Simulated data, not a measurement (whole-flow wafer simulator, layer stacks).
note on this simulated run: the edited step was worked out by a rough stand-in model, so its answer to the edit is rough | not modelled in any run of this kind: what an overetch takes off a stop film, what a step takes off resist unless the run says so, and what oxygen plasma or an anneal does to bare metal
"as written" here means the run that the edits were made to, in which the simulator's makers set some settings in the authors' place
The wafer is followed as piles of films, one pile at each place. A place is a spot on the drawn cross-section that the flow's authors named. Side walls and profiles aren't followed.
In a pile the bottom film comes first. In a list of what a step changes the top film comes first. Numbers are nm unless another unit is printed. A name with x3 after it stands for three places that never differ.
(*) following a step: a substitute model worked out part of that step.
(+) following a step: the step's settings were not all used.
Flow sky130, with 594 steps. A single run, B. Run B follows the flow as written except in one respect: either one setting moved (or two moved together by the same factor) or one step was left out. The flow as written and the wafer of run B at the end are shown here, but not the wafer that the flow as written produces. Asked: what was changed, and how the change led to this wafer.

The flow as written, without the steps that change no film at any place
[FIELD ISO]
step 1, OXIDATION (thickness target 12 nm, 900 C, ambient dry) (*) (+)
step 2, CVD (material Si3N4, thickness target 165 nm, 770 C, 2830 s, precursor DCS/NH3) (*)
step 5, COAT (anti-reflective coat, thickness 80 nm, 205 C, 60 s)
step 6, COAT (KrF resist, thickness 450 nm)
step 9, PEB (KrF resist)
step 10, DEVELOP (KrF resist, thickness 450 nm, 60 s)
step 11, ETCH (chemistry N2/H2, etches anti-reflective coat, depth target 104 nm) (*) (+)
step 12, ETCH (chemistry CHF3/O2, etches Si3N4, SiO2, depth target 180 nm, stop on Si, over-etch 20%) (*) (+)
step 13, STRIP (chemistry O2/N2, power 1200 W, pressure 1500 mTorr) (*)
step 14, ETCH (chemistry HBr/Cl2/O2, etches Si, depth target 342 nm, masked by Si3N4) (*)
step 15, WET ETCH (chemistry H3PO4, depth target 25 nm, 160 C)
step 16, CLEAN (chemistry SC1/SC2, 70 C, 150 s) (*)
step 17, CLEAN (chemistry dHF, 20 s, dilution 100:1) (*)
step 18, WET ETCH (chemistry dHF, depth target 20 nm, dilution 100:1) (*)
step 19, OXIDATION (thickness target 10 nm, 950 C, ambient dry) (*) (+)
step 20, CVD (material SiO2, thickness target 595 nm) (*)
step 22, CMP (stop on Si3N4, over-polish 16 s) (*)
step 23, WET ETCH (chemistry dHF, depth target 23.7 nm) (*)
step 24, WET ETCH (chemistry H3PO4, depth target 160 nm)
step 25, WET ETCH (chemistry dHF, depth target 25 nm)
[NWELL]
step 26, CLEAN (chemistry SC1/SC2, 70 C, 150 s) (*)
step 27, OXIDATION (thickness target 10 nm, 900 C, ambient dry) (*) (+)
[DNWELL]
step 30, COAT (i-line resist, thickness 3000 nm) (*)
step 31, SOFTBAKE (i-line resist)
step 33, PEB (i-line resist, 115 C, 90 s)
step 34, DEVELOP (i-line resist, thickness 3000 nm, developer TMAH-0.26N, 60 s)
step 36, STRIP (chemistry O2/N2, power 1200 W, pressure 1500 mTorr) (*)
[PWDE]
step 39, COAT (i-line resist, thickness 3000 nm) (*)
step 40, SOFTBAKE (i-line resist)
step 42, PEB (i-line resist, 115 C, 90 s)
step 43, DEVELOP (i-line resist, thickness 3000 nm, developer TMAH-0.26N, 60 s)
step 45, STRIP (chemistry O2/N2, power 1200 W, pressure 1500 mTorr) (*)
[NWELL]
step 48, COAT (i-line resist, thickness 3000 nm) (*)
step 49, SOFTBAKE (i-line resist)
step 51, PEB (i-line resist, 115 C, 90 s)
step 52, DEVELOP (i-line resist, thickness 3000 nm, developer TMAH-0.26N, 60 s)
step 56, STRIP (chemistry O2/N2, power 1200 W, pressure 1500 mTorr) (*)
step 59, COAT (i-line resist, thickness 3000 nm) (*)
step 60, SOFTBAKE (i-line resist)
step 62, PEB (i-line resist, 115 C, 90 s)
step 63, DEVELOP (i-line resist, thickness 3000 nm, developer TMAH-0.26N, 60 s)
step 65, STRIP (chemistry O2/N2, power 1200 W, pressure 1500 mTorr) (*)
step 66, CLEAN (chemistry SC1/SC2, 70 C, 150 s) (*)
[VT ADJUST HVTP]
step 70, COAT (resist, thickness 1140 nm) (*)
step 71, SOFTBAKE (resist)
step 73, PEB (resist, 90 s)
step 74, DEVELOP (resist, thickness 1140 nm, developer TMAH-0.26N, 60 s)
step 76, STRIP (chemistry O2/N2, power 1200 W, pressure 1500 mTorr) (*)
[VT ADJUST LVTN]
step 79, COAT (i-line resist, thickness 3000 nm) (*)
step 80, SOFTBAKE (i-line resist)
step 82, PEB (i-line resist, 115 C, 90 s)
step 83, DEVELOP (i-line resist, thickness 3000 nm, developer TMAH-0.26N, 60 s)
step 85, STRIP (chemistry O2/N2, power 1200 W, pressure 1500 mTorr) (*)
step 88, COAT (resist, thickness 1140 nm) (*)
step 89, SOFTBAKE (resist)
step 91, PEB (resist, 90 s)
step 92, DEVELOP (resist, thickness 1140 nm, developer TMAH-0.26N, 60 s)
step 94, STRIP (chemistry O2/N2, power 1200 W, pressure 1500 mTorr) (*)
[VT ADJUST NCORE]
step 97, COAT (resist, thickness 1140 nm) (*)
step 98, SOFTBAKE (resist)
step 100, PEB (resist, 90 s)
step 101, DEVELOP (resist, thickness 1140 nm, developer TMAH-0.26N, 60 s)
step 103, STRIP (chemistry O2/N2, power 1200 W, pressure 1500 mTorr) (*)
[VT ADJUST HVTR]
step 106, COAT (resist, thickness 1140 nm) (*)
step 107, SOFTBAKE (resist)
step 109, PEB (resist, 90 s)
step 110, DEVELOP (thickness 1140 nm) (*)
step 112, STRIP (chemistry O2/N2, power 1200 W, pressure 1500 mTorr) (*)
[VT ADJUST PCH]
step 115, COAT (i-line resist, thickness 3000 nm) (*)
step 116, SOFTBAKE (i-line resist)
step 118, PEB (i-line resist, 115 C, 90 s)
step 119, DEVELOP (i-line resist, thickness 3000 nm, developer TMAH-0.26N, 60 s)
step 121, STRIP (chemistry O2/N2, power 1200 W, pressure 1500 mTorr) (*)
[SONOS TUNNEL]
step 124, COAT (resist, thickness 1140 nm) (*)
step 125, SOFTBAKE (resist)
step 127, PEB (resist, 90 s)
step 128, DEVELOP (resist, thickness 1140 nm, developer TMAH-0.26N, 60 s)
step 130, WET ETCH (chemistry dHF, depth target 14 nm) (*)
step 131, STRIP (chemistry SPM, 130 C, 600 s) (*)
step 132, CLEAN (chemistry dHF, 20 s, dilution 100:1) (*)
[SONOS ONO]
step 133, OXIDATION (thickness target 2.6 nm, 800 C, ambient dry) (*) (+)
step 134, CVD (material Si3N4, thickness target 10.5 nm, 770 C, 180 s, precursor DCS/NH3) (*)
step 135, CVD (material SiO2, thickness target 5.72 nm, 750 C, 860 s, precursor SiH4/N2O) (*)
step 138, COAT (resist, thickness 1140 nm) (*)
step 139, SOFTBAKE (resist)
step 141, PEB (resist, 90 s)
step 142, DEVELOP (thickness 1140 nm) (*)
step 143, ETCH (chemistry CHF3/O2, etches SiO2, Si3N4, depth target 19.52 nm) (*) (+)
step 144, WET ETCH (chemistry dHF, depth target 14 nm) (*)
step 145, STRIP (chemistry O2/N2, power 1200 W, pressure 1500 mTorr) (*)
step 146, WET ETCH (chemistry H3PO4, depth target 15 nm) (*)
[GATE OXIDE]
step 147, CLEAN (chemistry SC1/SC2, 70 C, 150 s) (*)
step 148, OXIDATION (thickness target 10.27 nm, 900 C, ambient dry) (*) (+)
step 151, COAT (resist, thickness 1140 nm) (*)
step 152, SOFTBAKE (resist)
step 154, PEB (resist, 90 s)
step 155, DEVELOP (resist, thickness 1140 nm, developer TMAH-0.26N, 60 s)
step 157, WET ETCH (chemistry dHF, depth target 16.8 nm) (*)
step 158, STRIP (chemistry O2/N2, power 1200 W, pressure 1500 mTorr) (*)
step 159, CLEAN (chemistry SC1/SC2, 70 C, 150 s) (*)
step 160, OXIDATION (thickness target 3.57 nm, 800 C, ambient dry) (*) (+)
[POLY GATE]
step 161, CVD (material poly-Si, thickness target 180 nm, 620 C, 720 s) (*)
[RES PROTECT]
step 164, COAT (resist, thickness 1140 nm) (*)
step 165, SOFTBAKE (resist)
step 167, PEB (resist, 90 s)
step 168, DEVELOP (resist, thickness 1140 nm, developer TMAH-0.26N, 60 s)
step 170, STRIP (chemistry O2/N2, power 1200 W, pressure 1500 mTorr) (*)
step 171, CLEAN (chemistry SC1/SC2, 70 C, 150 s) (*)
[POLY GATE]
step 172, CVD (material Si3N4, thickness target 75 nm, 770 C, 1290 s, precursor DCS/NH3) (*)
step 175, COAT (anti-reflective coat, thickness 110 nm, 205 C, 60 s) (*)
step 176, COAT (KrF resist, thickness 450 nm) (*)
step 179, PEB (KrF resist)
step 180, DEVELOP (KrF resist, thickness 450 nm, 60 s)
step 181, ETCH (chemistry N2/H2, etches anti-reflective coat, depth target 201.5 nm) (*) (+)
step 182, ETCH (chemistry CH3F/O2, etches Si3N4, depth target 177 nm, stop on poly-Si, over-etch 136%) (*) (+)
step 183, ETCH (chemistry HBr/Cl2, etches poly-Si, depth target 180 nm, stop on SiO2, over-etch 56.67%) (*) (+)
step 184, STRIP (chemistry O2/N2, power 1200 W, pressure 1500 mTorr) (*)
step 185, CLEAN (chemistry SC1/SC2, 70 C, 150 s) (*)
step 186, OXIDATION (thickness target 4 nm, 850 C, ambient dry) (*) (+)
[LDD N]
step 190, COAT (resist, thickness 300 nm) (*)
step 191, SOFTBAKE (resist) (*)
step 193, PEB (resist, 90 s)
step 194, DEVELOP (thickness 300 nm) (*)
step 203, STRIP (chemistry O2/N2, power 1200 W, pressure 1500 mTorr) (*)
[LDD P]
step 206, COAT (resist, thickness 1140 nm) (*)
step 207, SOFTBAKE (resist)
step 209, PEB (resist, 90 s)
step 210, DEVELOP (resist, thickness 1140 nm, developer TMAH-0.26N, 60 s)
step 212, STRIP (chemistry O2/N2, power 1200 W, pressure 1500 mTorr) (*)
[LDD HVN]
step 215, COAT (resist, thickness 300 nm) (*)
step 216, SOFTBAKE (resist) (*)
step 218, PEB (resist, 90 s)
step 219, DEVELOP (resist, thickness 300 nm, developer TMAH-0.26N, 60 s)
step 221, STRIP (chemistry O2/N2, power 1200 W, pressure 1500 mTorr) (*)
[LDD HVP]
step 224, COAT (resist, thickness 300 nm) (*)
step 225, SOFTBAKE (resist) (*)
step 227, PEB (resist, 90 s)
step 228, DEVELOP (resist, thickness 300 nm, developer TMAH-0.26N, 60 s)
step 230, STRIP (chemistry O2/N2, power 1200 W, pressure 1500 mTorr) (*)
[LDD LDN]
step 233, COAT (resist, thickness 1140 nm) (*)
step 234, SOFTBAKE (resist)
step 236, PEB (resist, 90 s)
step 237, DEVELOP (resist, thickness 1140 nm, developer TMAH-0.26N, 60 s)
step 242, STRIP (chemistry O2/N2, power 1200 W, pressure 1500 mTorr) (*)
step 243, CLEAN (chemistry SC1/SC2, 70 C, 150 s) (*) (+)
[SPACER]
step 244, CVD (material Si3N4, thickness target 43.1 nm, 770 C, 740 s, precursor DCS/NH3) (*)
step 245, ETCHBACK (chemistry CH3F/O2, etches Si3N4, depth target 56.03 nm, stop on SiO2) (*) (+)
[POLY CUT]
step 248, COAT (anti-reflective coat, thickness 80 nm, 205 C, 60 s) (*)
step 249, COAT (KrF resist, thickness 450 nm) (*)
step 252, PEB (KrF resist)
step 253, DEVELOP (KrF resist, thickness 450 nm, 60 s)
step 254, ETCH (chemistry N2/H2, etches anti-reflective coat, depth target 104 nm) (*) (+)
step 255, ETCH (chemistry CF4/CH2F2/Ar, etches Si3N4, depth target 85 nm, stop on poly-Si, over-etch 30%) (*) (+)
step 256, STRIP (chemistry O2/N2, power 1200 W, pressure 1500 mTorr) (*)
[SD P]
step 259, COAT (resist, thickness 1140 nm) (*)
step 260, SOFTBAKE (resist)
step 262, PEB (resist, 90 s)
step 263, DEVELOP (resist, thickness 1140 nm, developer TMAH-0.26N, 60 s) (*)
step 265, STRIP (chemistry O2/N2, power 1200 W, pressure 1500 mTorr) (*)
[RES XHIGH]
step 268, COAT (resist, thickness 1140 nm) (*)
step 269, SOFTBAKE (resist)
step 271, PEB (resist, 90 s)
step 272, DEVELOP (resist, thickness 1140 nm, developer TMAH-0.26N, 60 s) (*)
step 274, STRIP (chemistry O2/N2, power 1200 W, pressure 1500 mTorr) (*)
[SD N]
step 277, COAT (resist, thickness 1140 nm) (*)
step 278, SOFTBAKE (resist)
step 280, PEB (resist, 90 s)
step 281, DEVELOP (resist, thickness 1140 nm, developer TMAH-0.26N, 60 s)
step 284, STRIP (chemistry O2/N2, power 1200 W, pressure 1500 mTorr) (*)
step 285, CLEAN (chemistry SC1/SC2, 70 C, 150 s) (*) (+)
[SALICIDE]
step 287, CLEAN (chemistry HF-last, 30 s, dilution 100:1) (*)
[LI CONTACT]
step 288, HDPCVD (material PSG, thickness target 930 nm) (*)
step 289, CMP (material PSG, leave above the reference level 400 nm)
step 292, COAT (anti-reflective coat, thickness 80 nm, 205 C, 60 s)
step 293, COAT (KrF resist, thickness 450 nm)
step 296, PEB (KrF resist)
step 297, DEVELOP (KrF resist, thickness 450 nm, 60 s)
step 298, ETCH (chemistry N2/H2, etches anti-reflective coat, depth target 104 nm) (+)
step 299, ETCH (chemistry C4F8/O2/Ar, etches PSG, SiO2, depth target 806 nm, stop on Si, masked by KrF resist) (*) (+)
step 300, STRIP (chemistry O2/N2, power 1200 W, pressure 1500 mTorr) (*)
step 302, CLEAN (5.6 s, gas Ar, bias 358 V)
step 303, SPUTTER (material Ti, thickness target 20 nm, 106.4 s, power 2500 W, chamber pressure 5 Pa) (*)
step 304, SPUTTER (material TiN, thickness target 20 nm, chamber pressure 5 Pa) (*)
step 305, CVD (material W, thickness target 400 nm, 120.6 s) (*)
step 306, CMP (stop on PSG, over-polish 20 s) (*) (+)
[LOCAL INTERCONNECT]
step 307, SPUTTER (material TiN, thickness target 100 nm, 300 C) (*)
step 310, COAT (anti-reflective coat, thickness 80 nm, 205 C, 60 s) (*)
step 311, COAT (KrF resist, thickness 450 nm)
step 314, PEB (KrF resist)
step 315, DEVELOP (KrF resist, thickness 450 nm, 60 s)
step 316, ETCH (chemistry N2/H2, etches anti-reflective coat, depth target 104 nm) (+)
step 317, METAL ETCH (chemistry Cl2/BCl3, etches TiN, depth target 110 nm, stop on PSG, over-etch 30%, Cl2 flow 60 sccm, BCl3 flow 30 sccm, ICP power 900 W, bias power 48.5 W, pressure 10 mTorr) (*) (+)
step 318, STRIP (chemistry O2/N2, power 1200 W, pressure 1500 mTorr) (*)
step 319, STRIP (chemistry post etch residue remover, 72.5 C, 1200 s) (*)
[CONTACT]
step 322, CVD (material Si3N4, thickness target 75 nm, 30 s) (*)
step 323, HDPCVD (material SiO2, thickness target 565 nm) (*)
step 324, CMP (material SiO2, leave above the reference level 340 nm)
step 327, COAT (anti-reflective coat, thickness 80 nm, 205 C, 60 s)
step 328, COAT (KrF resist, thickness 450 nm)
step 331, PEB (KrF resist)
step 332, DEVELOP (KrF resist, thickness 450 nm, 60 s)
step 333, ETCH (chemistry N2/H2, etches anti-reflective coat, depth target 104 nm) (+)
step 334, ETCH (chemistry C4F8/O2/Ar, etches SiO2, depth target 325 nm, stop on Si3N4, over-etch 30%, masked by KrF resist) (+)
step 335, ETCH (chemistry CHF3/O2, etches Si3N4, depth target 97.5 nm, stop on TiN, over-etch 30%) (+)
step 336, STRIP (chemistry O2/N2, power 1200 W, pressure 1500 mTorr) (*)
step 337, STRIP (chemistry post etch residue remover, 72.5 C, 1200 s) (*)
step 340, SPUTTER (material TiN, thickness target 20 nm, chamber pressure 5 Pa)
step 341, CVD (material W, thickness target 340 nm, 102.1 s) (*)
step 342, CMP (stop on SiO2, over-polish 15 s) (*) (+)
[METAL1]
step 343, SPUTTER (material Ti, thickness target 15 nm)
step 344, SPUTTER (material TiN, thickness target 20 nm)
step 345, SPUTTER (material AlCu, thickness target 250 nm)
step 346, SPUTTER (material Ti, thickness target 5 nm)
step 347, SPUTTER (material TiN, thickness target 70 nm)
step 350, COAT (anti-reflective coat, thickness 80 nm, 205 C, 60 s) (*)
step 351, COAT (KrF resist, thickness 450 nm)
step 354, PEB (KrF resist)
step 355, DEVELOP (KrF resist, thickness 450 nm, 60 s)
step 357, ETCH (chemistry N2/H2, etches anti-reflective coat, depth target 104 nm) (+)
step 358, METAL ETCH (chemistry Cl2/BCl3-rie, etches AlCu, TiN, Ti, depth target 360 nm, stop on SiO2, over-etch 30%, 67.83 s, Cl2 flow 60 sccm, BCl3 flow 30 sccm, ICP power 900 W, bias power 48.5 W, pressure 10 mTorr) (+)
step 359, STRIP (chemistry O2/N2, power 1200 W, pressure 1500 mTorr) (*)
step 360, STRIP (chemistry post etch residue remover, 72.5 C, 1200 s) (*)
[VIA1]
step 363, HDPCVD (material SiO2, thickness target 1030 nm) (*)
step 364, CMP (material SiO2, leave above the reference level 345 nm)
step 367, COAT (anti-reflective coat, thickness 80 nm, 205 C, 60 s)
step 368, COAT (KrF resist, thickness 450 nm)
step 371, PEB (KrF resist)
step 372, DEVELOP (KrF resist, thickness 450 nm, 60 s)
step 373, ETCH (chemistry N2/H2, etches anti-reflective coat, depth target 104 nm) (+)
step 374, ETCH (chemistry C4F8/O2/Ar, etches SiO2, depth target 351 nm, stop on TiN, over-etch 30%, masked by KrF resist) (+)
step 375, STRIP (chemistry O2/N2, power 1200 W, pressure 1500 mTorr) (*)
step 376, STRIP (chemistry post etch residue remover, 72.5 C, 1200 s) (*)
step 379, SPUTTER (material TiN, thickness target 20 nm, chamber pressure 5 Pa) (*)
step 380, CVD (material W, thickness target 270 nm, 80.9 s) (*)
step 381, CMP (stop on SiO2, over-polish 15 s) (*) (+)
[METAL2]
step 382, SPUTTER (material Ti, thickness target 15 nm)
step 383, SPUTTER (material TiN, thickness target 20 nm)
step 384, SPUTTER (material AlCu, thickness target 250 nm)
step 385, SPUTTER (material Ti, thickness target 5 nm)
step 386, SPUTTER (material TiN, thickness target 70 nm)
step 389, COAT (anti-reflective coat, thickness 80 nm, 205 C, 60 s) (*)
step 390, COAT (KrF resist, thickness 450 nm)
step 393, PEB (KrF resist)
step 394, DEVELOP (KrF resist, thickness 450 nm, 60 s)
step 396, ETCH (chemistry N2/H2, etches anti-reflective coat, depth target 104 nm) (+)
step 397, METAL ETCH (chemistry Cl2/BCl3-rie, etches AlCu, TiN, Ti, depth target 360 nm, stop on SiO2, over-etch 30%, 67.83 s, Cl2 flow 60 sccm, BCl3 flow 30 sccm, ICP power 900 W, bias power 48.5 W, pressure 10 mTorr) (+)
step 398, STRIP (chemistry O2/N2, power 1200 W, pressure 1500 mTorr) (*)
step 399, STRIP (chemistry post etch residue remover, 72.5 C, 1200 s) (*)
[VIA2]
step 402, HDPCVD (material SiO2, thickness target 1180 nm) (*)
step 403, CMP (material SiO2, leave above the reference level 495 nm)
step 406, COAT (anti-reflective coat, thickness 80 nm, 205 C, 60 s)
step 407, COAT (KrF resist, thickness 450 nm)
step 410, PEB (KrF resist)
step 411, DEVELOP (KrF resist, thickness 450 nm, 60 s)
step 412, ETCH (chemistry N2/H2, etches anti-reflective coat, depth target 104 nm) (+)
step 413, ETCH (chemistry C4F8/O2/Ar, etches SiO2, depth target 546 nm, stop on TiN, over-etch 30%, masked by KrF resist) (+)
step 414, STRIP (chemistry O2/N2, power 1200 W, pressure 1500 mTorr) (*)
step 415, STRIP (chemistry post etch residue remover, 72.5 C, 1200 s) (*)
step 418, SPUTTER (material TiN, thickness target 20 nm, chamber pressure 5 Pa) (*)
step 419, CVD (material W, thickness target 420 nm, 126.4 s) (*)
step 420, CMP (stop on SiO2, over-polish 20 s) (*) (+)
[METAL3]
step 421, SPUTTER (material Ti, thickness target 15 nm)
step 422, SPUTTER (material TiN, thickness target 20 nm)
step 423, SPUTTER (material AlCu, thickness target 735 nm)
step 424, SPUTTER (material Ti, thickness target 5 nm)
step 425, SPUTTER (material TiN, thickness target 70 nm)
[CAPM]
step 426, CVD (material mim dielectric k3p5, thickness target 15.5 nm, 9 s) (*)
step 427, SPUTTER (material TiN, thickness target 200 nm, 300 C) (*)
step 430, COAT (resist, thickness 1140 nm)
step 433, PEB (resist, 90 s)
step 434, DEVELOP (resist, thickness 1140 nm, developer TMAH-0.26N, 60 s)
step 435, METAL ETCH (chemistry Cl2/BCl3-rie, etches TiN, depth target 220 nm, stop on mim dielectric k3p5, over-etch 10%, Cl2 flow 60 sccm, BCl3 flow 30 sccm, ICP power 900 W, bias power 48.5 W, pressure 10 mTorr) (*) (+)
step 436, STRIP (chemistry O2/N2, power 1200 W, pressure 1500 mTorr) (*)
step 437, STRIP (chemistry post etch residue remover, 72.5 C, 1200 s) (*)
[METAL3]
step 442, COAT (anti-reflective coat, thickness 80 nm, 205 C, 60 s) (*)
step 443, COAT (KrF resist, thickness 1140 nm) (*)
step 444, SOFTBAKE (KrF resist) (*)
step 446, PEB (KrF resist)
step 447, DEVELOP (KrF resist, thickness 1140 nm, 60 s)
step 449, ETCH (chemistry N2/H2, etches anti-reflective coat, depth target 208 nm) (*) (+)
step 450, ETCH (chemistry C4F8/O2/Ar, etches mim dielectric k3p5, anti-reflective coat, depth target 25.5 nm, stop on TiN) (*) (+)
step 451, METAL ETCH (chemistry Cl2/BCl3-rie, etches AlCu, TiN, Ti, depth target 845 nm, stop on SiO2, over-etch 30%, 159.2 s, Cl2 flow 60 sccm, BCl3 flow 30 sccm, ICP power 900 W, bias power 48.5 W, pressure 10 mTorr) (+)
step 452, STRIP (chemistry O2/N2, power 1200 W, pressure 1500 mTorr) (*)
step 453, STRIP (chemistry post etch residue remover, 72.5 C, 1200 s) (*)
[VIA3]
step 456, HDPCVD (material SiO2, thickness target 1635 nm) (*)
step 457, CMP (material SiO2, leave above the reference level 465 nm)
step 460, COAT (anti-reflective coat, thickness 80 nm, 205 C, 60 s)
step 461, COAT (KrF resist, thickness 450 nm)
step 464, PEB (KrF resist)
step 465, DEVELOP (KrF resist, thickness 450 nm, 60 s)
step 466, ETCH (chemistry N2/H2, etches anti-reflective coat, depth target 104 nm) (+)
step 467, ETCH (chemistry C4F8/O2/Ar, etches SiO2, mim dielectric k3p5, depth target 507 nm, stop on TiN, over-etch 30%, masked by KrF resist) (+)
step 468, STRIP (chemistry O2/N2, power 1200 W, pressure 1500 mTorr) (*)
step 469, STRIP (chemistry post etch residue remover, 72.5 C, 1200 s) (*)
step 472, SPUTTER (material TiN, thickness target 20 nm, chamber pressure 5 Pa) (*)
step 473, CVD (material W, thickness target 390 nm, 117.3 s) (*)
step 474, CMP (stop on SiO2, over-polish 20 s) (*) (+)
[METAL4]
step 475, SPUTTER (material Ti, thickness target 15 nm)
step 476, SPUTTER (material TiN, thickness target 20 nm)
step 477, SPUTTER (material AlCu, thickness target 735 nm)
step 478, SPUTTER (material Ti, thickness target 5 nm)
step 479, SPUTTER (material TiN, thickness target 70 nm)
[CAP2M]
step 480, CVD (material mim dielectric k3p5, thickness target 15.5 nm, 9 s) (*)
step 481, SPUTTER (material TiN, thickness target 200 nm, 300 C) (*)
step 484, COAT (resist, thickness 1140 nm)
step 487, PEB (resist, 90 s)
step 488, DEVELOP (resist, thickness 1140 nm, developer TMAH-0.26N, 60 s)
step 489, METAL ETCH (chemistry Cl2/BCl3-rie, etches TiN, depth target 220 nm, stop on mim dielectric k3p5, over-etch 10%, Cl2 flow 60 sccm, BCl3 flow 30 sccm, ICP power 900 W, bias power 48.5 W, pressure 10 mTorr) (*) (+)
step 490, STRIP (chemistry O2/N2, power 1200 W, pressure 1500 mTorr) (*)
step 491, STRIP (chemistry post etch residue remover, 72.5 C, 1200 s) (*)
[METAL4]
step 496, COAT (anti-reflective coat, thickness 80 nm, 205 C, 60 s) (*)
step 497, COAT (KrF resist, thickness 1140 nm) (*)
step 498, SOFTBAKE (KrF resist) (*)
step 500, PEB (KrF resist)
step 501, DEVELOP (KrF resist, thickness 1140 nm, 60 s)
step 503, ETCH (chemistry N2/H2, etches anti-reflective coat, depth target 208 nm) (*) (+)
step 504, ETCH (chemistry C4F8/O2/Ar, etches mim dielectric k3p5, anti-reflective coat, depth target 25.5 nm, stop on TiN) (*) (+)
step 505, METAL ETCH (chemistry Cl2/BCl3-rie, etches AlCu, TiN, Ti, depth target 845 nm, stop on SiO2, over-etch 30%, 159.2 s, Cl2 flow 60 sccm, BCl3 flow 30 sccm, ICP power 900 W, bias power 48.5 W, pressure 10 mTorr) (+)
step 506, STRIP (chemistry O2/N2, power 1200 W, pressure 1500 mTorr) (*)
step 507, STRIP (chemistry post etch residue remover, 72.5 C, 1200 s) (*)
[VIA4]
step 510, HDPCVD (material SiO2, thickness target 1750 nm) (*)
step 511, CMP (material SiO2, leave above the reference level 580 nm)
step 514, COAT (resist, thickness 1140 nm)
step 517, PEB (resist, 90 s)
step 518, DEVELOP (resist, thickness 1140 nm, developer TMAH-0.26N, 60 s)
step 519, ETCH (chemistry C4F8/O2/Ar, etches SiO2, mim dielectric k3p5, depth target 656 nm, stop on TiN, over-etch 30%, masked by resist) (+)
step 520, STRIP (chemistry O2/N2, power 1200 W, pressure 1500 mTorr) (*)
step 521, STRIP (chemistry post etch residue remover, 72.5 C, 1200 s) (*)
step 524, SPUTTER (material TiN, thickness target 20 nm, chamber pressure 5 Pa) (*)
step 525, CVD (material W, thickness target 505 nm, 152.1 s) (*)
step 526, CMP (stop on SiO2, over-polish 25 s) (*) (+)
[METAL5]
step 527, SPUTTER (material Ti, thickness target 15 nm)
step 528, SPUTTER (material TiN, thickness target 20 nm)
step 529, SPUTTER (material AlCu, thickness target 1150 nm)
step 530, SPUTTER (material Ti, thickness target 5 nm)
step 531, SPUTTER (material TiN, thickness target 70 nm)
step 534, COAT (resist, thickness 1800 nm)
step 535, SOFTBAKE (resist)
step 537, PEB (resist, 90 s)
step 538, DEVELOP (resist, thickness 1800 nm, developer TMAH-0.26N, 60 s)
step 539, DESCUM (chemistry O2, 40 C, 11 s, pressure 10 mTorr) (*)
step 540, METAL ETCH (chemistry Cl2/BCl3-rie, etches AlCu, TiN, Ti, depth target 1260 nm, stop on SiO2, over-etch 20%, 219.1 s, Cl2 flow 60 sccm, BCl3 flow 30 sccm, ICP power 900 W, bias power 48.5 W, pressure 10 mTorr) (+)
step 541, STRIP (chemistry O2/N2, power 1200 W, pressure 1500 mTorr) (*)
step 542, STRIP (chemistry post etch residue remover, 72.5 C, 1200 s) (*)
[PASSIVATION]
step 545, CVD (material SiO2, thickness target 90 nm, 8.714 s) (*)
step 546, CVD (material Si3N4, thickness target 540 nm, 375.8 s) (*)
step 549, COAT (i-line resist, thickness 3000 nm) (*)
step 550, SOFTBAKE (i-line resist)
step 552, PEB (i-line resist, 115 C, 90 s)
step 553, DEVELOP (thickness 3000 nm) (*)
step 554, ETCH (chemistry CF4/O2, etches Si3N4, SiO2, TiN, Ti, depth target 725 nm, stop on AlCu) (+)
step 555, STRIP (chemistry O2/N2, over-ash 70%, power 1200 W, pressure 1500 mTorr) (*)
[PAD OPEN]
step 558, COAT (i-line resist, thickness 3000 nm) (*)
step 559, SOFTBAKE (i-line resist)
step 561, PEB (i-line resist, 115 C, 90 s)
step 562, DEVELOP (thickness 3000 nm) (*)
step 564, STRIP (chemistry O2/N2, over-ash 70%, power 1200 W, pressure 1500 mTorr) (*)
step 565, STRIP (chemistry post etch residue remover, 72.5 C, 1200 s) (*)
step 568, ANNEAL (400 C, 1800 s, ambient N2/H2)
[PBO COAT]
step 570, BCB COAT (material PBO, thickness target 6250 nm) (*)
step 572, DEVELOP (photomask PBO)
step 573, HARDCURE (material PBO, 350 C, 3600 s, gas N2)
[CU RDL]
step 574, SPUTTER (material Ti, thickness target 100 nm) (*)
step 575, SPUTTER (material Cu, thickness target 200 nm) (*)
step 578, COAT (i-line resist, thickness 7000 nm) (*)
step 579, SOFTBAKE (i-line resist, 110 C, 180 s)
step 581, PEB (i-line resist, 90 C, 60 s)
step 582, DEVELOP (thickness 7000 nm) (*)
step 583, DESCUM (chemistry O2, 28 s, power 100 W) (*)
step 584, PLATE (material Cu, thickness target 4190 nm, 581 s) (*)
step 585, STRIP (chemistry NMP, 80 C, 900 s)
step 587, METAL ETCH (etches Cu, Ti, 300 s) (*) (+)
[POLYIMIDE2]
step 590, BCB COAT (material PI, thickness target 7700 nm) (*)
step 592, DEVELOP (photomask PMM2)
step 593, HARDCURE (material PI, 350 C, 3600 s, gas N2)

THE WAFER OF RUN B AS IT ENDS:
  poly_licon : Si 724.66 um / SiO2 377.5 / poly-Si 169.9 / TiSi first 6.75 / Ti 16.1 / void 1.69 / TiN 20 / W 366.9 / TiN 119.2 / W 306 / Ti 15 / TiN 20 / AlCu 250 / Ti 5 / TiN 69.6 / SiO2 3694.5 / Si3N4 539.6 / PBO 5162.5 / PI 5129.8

Cause: step 341, CVD: thickness target 306 nm was run, while the flow as written has thickness target 340 nm.

Step by step, how the change led to this:
  step 341, CVD (material W, thickness target 340 nm, 102.1 s) (*)
      field, active, n_well and 185 more: W gains 306 (new film) (it would be, as written: W gains 340 (new film))
      ndiff_licon, ndiff_licon_cpp, rpo_hd_licon: W gains 656.5 (new film) (it would be, as written: W gains 690.5 (new film))
  step 342, CMP (stop on SiO2, over-polish 15 s) (*) (+)
      poly_licon: nothing (it would be, as written: W loses 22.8)
      field, active, n_well and 184 more: W loses 306 (all of it), TiN loses 20 (all of it), SiO2 loses 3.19 (it would be, as written: W loses 340 (all of it), TiN loses 20 (all of it), SiO2 loses 3.19)
      (as well as at 3 more places)
  step 350, COAT (anti-reflective coat, thickness 80 nm, 205 C, 60 s) (*)
      poly_licon: anti-reflective coat gains 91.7 (new film) (it would be, as written: anti-reflective coat gains 80.4 (new film))
  step 359, STRIP (chemistry O2/N2, power 1200 W, pressure 1500 mTorr) (*)
      poly_licon: KrF resist loses 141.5 (all of it), anti-reflective coat loses 91.7 (all of it) (it would be, as written: KrF resist loses 141.5 (all of it), anti-reflective coat loses 80.4 (all of it))
